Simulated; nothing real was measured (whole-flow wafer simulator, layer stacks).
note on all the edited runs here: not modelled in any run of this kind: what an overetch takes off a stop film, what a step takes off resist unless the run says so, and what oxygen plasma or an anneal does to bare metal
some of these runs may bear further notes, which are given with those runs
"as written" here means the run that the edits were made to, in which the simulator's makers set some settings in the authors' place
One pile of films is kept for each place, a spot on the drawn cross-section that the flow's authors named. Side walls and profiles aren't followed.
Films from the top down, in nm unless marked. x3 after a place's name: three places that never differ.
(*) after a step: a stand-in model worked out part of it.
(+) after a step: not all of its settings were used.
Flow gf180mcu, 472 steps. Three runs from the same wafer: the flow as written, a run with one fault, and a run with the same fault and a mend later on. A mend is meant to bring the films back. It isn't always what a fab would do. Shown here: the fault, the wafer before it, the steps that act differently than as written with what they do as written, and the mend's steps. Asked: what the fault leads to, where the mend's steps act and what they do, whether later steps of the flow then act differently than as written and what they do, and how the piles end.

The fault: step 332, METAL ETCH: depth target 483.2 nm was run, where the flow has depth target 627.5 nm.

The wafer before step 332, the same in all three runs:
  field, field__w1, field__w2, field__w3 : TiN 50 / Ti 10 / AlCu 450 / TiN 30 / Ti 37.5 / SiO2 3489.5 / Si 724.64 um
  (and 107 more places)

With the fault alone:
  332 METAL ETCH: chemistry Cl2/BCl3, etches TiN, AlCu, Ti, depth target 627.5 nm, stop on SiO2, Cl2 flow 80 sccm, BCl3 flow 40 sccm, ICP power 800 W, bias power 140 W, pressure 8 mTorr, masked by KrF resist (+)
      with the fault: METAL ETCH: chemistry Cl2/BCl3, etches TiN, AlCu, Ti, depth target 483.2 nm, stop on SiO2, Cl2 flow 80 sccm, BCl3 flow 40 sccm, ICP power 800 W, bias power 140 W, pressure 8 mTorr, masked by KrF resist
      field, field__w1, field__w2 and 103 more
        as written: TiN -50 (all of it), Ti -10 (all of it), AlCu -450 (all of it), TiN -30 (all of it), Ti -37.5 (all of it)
        with the fault: TiN -50 (all of it), Ti -10 (all of it), AlCu -423.2
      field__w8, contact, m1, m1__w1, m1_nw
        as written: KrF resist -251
        with the fault: KrF resist -193.3
  Later steps of the flow that act differently than as written:
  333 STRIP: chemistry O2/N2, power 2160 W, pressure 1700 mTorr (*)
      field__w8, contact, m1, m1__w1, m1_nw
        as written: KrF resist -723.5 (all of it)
        with the fault: KrF resist -781.2 (all of it)
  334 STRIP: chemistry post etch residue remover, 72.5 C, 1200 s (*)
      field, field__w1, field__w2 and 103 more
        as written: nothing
        with the fault: AlCu -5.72
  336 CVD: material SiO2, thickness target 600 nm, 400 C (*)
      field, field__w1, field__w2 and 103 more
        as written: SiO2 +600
        with the fault: SiO2 +600 (new film)
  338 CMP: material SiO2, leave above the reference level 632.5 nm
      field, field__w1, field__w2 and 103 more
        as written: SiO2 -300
        with the fault: SiO2 -388.6
  At the end the piles differ from the flow's by more than 2% or 0.5 nm, whichever is larger, at field, field__w1, field__w2 and 104 more.
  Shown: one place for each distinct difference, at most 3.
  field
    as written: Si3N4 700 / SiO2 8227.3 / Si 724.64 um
    with the fault: Si3N4 700 / SiO2 4649.2 / AlCu 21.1 / TiN 30 / Ti 37.5 / SiO2 3489.5 / Si 724.64 um
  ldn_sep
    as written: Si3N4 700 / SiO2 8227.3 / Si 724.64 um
    with the fault: Si3N4 700 / SiO2 4649.2 / AlCu 21.1 / TiN 30 / Ti 37.5 / SiO2 3489.4 / Si 724.64 um
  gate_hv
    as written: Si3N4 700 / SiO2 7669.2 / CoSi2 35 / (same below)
    with the fault: Si3N4 700 / SiO2 4649.2 / AlCu 21.1 / TiN 30 / Ti 37.5 / SiO2 2931.3 / CoSi2 35 / (same below)

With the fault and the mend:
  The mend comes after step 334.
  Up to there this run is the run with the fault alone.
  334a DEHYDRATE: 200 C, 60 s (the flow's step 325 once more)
      changes no film at any place that is followed
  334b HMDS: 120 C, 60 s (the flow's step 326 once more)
      changes no film at any place that is followed
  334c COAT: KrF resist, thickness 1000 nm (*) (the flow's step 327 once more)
      iso_ptap_pw, iso_ntap_nw, iso_nw_fld and 33 more
        KrF resist +1000 (new film)
      field_sub, field_sub__w1, field_sub__w2 and 12 more
        KrF resist +1002.8 (new film)
      field__w11, field__w13, p_well and 8 more
        KrF resist +1003.2 (new film)
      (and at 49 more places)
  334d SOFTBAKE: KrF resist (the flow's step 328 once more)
      changes no film at any place that is followed
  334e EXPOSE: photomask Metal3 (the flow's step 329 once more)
      changes no film at any place that is followed
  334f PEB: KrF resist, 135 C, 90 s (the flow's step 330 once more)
      field__w1, field__w2, field__w3 and 56 more
        KrF resist -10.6
      iso_ptap_pw, iso_ntap_nw, iso_nw_fld and 33 more
        KrF resist -10.5
      gate_hv, sd_p, polyc_n, polyc_n_rim
        KrF resist -10.7
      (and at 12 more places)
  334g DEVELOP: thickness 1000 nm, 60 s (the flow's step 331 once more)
      iso_ptap_pw, iso_ntap_nw, iso_nw_fld and 33 more
        KrF resist -989.5 (all of it)
      field_sub, field_sub__w1, field_sub__w2 and 9 more
        KrF resist -992.2 (all of it)
      field__w13, p_well, sti and 7 more
        KrF resist -992.6 (all of it)
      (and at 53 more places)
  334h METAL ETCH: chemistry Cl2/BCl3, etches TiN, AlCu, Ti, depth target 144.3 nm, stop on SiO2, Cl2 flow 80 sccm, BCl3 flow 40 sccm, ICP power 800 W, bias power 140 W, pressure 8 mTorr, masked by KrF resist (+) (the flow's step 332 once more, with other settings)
      field, field__w1, field__w2 and 103 more
        AlCu -21.1 (all of it), TiN -30 (all of it), Ti -37.5 (all of it)
      field__w8, contact, m1, m1__w1, m1_nw
        KrF resist -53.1
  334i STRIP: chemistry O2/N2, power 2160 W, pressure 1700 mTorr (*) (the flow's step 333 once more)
      field__w8
        KrF resist -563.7 (all of it)
      contact
        KrF resist -561.6 (all of it)
      m1
        KrF resist -564.5 (all of it)
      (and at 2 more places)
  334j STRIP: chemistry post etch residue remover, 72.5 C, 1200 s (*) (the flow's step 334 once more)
      field__w8, contact, m1, m1__w1, m1_nw
        TiN -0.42
  No later step of the flow acts differently than as written, at any place that is followed, by more than 2% or 0.5 nm, whichever is larger.
  At the end the piles differ from the flow's only slightly at the places that both follow, by at most 2% or 0.5 nm, whichever is larger.
